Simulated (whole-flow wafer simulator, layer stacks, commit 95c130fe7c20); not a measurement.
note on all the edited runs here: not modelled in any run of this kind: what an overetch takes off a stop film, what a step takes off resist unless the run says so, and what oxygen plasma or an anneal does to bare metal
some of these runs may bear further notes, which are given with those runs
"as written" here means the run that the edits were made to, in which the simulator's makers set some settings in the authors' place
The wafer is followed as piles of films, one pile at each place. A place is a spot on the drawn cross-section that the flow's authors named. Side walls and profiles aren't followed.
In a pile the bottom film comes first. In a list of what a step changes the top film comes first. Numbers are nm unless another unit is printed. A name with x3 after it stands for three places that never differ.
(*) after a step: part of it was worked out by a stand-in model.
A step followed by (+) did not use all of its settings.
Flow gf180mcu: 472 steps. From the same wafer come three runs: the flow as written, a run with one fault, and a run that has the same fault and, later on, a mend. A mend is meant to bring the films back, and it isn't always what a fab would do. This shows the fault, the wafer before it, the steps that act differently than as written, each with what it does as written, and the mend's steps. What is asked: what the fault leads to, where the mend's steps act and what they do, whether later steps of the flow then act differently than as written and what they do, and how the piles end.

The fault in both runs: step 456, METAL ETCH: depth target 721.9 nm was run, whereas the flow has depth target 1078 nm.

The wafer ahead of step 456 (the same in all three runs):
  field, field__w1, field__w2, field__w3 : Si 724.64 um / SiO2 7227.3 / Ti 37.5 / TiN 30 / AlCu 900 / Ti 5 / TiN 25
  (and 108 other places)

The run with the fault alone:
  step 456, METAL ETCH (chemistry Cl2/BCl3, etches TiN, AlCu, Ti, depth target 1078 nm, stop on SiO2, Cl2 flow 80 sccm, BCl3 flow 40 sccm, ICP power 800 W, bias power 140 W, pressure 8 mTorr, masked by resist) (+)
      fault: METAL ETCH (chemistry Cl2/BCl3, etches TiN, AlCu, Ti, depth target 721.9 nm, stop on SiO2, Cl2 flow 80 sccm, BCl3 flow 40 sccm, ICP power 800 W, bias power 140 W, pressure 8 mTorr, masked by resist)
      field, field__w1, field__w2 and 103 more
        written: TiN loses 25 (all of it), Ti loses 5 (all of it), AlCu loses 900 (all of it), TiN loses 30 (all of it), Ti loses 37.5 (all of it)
        fault: TiN loses 25 (all of it), Ti loses 5 (all of it), AlCu loses 691.9
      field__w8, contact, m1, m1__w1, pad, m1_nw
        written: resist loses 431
        fault: resist loses 288.8
  Steps further on in the flow that do not act as written:
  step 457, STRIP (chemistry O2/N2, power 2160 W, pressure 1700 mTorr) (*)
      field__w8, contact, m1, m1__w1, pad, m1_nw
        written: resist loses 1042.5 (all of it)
        fault: resist loses 1184.7 (all of it)
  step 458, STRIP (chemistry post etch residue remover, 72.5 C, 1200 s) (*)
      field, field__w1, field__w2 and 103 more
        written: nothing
        fault: AlCu loses 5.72
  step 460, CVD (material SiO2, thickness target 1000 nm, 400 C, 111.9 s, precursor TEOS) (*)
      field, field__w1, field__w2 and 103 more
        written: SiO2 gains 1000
        fault: SiO2 gains 1000 (new film)
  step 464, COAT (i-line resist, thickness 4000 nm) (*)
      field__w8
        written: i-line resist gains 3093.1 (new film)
        fault: i-line resist gains 3333 (new film)
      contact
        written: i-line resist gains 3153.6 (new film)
        fault: i-line resist gains 3369.1 (new film)
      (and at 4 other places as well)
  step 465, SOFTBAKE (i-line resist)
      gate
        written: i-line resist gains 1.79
        fault: i-line resist loses 0.48
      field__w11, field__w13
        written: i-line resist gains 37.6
        fault: i-line resist gains 24
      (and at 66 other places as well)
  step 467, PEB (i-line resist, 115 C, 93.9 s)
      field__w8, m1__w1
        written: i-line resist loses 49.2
        fault: i-line resist loses 54.1
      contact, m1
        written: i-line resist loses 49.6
        fault: i-line resist loses 54.4
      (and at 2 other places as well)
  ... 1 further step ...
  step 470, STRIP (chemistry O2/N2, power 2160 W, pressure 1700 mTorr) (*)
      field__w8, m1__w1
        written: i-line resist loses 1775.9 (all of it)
        fault: i-line resist loses 2034.6 (all of it)
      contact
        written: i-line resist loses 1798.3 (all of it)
        fault: i-line resist loses 2048.2 (all of it)
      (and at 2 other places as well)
  At field, field__w1, field__w2 and 103 more, the piles at the end differ from the flow's by more than 2% or 0.5 nm, whichever is larger.
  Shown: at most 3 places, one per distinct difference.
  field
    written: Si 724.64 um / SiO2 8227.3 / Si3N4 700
    fault: Si 724.64 um / SiO2 7227.3 / Ti 37.5 / TiN 30 / AlCu 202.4 / SiO2 1000 / Si3N4 700
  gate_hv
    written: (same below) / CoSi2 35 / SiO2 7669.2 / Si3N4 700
    fault: (same below) / CoSi2 35 / SiO2 6669.2 / Ti 37.5 / TiN 30 / AlCu 202.4 / SiO2 1000 / Si3N4 700
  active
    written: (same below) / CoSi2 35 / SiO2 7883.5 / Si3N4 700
    fault: (same below) / CoSi2 35 / SiO2 6883.5 / Ti 37.5 / TiN 30 / AlCu 202.4 / SiO2 1000 / Si3N4 700

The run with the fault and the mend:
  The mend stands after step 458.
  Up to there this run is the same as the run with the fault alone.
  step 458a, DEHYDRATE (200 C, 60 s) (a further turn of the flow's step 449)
      alters no film at any place that is followed
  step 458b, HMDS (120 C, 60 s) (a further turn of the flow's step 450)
      alters no film at any place that is followed
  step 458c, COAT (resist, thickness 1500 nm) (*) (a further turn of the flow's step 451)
      iso_ptap_pw, iso_ntap_nw, iso_nw_fld and 33 more
        resist gains 1500 (new film)
      field__w6, field_sub, field_sub__w1 and 11 more
        resist gains 1509.2 (new film)
      field__w1, active_nat, ld_gate_p, ld_acc_p, ld_fp_p, ld_drift_p, ld_drn_p
        resist gains 1509.3 (new film)
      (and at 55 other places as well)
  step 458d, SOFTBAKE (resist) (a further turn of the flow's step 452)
      field__w11, field_sub__w1
        resist loses 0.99
      field
        resist loses 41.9
      field__w1
        resist gains 14
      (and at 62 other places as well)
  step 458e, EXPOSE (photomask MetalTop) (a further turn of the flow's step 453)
      alters no film at any place that is followed
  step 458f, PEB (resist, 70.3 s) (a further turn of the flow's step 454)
      field__w2, field__w3, field__w5 and 42 more
        resist loses 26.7
      iso_ptap_pw, iso_ntap_nw, iso_nw_fld and 33 more
        resist loses 26.5
      p_well, sti, spacer, sd_n, mim_1p0, dice_street
        resist loses 26.6
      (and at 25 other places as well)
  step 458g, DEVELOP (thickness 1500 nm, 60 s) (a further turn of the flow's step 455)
      iso_ptap_pw, iso_ntap_nw, iso_nw_fld and 33 more
        resist loses 1473.5 (all of it)
      p_well, sti, spacer, sd_n, mim_1p0, dice_street
        resist loses 1476.9 (all of it)
      field__w2, field__w3, field__w12, ld_gate_p, ppoly_sal
        resist loses 1482.2 (all of it)
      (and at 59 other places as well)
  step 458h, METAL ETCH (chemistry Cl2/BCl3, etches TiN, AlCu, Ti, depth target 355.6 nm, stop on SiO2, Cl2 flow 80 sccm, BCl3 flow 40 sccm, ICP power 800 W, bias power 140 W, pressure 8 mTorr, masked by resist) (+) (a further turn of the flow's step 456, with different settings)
      field, field__w1, field__w2 and 103 more
        AlCu loses 202.4 (all of it), TiN loses 30 (all of it), Ti loses 37.5 (all of it)
      field__w8, contact, m1, m1__w1, pad, m1_nw
        resist loses 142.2
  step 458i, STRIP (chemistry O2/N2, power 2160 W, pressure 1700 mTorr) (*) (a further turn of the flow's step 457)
      field__w8
        resist loses 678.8 (all of it)
      contact
        resist loses 676.8 (all of it)
      m1
        resist loses 677.1 (all of it)
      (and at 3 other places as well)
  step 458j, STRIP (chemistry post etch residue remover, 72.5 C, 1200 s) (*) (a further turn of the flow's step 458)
      field__w8, contact, m1, m1__w1, pad, m1_nw
        TiN loses 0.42
  Every later step of the flow that is run acts as written, at every place that is followed, to within 2% or 0.5 nm, whichever is larger.
  At the end the piles are close to the flow's at the places that both follow, differing by at most 2% or 0.5 nm, whichever is larger.
